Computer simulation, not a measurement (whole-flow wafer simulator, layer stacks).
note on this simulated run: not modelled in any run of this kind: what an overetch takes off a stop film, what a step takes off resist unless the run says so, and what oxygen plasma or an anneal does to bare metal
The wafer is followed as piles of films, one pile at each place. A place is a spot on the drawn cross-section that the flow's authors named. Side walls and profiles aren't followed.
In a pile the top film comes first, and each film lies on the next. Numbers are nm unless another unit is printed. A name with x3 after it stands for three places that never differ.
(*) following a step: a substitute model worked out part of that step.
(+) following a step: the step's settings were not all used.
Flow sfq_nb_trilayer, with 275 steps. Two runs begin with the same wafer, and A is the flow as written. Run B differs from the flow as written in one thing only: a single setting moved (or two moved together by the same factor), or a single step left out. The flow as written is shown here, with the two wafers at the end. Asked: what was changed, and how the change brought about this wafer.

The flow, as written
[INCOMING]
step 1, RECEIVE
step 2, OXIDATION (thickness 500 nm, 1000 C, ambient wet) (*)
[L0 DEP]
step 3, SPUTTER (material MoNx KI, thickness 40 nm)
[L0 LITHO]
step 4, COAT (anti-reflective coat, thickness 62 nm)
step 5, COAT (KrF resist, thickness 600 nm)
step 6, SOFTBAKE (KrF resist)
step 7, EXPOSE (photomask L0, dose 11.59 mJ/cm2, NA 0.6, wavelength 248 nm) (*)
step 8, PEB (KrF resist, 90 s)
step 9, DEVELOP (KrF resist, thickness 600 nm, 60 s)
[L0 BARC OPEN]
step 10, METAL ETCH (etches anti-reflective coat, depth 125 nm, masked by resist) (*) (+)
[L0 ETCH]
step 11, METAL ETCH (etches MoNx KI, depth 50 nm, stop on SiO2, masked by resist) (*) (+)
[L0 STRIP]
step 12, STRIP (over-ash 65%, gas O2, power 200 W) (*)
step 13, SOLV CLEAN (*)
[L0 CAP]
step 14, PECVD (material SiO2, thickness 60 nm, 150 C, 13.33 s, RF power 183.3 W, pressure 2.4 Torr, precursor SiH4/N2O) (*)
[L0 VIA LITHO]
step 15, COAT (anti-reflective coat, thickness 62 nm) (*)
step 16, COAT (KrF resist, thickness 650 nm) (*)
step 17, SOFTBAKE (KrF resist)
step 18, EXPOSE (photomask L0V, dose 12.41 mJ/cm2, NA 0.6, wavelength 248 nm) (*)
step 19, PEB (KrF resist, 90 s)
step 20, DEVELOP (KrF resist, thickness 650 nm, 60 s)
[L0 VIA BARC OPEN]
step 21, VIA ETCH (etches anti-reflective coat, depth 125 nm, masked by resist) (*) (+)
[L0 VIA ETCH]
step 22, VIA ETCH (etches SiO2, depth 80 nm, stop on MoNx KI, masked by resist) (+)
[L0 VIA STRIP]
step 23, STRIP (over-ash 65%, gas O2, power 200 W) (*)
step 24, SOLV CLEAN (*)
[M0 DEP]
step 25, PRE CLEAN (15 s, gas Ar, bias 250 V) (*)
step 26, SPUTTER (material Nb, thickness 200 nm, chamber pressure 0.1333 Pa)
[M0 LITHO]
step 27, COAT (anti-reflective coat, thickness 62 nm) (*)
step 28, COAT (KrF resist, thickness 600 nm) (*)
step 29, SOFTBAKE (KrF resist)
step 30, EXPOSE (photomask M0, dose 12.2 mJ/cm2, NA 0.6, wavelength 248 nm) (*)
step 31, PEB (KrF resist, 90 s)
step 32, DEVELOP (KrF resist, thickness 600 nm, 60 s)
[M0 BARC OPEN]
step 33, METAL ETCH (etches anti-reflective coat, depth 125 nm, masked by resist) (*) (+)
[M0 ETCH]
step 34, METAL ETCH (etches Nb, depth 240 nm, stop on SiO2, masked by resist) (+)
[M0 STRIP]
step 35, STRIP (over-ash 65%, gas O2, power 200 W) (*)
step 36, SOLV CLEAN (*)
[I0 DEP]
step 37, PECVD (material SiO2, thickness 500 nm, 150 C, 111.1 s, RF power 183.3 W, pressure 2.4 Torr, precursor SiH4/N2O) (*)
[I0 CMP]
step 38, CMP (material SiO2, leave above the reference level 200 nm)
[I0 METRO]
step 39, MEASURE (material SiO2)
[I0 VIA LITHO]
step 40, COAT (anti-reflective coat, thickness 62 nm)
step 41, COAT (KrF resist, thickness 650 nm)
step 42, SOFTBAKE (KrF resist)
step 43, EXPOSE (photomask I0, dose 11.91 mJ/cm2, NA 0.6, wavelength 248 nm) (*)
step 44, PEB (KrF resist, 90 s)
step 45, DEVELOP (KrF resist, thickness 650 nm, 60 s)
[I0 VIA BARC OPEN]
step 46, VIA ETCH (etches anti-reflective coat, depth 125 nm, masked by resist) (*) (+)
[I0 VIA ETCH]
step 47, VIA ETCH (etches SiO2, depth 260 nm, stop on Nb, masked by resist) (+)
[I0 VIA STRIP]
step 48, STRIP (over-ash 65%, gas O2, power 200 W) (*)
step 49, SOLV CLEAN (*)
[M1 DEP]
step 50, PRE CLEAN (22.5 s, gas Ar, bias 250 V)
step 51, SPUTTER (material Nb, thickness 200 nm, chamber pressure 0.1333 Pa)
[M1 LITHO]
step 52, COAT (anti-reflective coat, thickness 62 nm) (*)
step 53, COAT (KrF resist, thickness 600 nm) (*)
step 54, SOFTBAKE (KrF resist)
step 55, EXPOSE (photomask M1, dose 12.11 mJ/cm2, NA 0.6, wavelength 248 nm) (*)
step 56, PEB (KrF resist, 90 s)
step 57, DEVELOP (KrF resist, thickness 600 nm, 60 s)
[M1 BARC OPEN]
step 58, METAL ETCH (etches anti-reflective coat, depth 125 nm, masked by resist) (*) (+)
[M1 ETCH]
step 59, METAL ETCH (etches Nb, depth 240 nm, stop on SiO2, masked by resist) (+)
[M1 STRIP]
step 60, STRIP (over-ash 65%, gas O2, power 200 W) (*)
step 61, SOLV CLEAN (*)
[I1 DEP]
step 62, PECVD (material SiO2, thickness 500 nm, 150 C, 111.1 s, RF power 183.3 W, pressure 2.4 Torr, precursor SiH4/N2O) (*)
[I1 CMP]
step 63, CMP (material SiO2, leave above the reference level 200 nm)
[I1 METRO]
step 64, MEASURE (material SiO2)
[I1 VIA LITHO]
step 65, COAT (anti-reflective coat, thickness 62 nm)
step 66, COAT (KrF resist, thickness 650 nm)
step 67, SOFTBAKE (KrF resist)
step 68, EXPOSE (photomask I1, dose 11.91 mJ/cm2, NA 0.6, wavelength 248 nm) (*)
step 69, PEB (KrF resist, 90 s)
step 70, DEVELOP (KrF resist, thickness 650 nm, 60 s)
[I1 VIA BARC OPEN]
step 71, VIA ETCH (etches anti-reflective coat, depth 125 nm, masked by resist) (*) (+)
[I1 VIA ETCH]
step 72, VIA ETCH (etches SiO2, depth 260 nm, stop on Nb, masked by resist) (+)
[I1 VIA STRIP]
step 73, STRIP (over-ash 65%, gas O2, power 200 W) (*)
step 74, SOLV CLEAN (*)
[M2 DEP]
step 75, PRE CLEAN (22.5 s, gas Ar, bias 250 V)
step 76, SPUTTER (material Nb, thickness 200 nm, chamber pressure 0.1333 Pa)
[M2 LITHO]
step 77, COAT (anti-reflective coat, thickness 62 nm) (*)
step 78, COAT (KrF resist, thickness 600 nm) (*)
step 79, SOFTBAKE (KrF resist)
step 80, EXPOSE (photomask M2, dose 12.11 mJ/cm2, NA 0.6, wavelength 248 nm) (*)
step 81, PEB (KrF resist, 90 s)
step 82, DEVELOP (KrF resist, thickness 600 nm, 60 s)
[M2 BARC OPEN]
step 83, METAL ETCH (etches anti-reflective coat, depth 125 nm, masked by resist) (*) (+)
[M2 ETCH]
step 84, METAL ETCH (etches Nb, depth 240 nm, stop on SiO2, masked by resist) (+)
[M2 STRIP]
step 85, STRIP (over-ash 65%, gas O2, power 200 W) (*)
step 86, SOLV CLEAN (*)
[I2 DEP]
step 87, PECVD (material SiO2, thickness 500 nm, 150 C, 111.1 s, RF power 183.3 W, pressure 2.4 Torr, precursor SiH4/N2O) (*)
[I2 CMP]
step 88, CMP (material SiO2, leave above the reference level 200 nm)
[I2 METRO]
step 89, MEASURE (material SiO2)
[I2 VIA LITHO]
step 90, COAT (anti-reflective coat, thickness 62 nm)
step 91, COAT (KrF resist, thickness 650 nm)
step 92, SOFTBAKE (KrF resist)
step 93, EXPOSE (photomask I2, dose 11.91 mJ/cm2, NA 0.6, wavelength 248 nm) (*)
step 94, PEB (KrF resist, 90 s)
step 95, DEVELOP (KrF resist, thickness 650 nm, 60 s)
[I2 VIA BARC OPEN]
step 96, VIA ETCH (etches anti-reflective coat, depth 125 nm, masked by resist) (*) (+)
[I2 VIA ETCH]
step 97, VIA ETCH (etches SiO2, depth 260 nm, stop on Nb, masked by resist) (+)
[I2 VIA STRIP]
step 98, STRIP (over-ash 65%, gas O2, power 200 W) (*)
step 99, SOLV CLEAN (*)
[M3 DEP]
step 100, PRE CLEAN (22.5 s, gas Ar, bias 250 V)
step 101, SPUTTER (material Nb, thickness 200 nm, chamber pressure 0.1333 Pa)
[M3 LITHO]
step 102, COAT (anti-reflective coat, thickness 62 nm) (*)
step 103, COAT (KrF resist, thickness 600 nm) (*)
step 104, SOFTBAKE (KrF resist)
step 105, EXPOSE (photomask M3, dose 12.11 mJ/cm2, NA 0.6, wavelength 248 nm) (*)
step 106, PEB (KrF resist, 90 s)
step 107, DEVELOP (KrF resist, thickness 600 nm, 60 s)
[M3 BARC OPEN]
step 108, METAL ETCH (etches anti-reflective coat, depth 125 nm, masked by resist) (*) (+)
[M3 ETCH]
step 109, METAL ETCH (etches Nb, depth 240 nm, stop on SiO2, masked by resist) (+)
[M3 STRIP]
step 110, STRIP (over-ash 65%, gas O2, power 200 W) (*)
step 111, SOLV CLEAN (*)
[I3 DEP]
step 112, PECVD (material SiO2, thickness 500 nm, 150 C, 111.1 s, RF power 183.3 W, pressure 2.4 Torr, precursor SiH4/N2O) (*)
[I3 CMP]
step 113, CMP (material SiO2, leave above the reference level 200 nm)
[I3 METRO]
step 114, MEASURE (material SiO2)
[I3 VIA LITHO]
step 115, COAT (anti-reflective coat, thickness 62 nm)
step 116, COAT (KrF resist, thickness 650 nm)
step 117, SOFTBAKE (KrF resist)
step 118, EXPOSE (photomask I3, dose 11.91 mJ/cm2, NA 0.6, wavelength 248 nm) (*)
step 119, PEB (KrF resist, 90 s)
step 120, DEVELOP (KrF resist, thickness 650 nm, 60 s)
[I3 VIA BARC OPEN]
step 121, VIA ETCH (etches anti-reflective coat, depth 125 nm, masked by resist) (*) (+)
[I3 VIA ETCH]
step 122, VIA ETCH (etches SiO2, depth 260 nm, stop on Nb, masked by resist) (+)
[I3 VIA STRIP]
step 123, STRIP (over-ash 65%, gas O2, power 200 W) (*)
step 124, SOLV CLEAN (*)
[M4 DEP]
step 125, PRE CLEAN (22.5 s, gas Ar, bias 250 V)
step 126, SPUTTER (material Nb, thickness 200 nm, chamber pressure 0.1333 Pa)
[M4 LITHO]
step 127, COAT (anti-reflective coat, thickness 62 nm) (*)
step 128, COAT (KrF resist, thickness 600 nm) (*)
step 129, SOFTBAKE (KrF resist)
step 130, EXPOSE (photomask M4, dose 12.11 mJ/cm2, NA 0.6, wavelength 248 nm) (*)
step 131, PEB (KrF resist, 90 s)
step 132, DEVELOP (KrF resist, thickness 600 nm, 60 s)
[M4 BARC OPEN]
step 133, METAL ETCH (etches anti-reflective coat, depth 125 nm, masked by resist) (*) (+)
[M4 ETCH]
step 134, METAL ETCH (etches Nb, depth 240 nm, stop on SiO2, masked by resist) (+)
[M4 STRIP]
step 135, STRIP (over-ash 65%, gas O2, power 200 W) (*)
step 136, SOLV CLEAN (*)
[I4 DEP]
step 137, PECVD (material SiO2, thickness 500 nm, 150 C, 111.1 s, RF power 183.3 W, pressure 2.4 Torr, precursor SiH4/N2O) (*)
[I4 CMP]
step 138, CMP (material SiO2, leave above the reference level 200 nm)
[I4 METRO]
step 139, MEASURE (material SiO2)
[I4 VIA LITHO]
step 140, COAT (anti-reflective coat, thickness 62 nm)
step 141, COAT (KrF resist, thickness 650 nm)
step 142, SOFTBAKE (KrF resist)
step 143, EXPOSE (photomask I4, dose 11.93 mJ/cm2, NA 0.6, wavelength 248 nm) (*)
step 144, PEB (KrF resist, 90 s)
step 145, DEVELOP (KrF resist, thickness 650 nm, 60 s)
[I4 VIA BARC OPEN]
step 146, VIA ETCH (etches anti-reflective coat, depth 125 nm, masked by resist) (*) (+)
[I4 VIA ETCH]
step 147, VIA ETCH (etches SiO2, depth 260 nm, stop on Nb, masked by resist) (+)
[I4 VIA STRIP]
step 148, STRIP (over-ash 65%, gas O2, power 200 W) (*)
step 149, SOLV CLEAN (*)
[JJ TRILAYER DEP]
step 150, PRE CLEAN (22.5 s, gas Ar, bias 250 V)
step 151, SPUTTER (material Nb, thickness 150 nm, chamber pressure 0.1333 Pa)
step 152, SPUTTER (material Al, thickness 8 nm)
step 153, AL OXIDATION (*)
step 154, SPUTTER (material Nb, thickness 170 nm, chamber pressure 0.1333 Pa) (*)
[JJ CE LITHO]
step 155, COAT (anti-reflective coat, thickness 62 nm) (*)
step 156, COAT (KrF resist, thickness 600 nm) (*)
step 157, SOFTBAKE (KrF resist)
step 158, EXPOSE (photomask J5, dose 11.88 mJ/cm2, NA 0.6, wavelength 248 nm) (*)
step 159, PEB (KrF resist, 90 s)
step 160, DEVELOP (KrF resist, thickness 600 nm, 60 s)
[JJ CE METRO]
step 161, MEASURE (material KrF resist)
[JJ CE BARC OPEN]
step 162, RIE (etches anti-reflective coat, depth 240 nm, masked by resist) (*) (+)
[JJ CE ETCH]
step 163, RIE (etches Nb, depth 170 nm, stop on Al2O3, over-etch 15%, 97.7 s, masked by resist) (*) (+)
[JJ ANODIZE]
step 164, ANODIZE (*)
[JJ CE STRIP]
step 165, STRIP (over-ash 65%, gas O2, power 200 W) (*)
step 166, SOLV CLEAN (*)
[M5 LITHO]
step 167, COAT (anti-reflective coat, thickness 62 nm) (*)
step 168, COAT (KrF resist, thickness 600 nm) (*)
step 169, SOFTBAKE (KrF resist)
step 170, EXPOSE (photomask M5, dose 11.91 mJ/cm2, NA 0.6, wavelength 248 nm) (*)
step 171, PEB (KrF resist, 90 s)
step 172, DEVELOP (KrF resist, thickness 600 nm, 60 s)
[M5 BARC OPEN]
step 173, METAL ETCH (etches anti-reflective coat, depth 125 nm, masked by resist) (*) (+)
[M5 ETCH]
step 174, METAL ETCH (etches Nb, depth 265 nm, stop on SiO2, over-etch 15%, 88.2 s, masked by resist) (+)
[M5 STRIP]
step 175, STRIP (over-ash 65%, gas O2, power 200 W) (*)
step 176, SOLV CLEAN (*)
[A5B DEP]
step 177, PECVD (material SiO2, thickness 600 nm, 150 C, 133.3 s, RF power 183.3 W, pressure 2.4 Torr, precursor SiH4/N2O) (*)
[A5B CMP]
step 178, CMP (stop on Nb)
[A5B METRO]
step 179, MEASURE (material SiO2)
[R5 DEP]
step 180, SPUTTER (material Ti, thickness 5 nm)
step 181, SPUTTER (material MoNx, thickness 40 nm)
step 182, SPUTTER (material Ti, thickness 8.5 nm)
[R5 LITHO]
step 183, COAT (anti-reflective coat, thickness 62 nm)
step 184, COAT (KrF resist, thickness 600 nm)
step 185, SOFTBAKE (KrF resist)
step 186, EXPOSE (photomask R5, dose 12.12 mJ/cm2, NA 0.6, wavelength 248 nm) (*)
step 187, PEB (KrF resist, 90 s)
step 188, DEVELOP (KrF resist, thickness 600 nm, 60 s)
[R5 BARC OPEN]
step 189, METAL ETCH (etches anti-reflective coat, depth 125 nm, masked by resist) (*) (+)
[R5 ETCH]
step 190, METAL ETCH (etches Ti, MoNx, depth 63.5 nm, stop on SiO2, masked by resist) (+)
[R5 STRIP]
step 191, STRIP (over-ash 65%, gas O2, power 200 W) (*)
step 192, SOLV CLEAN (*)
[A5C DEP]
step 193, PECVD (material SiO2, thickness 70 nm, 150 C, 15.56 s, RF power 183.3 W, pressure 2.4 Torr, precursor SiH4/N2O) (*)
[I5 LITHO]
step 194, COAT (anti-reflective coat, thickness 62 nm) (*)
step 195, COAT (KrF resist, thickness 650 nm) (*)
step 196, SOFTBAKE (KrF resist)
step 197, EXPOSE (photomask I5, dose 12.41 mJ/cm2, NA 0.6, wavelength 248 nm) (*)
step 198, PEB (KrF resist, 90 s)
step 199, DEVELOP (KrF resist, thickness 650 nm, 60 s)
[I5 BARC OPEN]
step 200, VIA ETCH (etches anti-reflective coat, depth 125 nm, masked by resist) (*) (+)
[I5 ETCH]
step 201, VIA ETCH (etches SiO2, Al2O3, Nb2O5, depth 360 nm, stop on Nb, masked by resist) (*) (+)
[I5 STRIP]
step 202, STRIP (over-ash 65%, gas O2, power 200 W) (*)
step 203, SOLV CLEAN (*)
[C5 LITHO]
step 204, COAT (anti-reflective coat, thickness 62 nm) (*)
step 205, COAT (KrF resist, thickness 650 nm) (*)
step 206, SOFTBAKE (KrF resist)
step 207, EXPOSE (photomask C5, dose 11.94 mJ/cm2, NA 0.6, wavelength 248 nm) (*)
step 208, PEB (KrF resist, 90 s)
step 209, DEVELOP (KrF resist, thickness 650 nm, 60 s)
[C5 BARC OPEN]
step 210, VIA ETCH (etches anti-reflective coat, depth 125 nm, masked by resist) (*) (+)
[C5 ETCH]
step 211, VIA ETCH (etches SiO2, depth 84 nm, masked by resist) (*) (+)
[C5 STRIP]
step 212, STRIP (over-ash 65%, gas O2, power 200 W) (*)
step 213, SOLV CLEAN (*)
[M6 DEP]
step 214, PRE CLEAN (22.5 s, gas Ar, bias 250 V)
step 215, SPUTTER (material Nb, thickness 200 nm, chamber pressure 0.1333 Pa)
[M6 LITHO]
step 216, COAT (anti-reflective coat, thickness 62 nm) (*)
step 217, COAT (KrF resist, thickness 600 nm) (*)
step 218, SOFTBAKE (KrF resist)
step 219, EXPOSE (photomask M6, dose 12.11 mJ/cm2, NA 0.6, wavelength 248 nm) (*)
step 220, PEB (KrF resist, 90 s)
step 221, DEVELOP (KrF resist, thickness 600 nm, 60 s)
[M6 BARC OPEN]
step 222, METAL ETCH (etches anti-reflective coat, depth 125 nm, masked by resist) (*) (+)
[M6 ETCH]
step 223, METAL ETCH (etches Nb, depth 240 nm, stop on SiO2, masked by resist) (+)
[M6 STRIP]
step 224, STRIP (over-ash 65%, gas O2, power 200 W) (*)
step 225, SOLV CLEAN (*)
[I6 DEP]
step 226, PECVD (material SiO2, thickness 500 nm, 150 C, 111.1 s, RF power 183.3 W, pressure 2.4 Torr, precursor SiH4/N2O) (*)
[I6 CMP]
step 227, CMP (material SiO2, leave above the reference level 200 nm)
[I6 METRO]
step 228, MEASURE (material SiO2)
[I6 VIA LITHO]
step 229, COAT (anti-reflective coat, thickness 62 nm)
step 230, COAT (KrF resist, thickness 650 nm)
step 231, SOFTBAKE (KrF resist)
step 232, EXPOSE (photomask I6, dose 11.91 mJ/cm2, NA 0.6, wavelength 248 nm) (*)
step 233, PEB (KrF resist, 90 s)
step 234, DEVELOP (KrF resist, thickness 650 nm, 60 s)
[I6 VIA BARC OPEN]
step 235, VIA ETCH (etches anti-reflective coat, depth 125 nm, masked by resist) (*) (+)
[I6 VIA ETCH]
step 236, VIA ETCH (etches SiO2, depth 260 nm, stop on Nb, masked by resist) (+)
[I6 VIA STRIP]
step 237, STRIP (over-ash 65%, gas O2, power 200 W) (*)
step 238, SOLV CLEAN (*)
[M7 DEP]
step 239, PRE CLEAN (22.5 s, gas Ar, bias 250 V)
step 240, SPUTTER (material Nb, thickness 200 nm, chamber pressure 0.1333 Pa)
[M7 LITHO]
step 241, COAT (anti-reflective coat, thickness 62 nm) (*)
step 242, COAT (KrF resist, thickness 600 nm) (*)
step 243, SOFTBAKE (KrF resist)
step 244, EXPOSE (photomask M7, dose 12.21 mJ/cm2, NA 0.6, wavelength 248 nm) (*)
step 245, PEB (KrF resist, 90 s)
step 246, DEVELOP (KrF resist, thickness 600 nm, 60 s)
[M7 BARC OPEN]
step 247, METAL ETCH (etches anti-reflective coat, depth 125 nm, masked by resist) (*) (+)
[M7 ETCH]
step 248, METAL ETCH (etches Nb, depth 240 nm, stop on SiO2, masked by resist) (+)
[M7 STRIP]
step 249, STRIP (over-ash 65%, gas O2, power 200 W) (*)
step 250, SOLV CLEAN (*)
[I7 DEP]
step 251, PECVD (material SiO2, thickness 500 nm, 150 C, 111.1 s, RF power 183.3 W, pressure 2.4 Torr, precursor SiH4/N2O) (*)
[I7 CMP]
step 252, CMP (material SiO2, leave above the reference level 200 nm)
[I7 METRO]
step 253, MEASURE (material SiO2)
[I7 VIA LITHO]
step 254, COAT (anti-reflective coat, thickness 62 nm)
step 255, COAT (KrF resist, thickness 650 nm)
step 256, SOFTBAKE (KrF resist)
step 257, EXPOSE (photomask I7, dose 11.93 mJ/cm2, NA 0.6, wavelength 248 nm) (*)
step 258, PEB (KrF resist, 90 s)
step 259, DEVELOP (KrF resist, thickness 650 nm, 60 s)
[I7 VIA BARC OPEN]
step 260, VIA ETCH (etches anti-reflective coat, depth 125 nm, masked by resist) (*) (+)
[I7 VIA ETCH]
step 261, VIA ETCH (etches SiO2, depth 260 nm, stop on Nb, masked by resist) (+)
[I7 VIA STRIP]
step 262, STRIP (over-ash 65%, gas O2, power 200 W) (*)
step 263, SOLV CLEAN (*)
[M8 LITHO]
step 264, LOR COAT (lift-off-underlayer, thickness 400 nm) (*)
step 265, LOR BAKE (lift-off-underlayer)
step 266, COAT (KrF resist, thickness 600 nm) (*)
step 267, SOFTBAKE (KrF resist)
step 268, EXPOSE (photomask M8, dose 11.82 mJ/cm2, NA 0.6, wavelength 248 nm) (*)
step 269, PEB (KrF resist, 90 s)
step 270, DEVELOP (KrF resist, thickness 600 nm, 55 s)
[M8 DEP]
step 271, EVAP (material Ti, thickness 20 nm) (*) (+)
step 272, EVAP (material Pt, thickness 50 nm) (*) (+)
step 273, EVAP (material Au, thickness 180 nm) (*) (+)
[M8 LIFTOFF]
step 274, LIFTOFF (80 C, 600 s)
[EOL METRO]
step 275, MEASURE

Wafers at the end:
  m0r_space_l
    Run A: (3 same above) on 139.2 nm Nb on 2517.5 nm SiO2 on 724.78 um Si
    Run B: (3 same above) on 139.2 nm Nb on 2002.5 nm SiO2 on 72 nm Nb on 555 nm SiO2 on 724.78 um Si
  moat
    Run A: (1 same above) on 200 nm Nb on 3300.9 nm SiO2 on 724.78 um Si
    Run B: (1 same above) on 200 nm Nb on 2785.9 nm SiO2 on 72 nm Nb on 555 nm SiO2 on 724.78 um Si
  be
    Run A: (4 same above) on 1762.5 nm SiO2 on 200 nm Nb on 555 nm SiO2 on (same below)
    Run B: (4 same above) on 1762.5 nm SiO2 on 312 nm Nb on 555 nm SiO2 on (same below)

What caused this: step 26, SPUTTER: thickness 312 nm was run, though the flow has thickness 200 nm.
One can read it off the wafer: be has Nb 312, and step 26 as written asks for 200 nm.

The path from the change to this, step by step:
  step 26, SPUTTER (material Nb, thickness 200 nm, chamber pressure 0.1333 Pa)
      field_l, v_sur, via_wl and 102 more: A Nb gains 200 (new film) | B Nb gains 312 (new film)
      l0v: A Nb gains 195.7 (new film) | B Nb gains 308 (new film)
  step 34, METAL ETCH (etches Nb, depth 240 nm, stop on SiO2, masked by resist) (+)
      moat, m0r_space_l, m0r_space_r: A Nb loses 200 (all of it) | B Nb loses 240
  step 37, PECVD (material SiO2, thickness 500 nm, 150 C, 111.1 s, RF power 183.3 W, pressure 2.4 Torr, precursor SiH4/N2O) (*)
      moat, m0r_space_l, m0r_space_r: A SiO2 gains 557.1 | B SiO2 gains 597.1 (new film)
Taking metal films that touch as one body, m0r_space_l has 2 bodies (between them, from the top down: SiO2 2002.5); the flow as written gives 1 body.
Taking metal films that touch as one body, moat has 2 bodies (between them, from the top down: SiO2 2785.9); the flow as written gives 1 body.
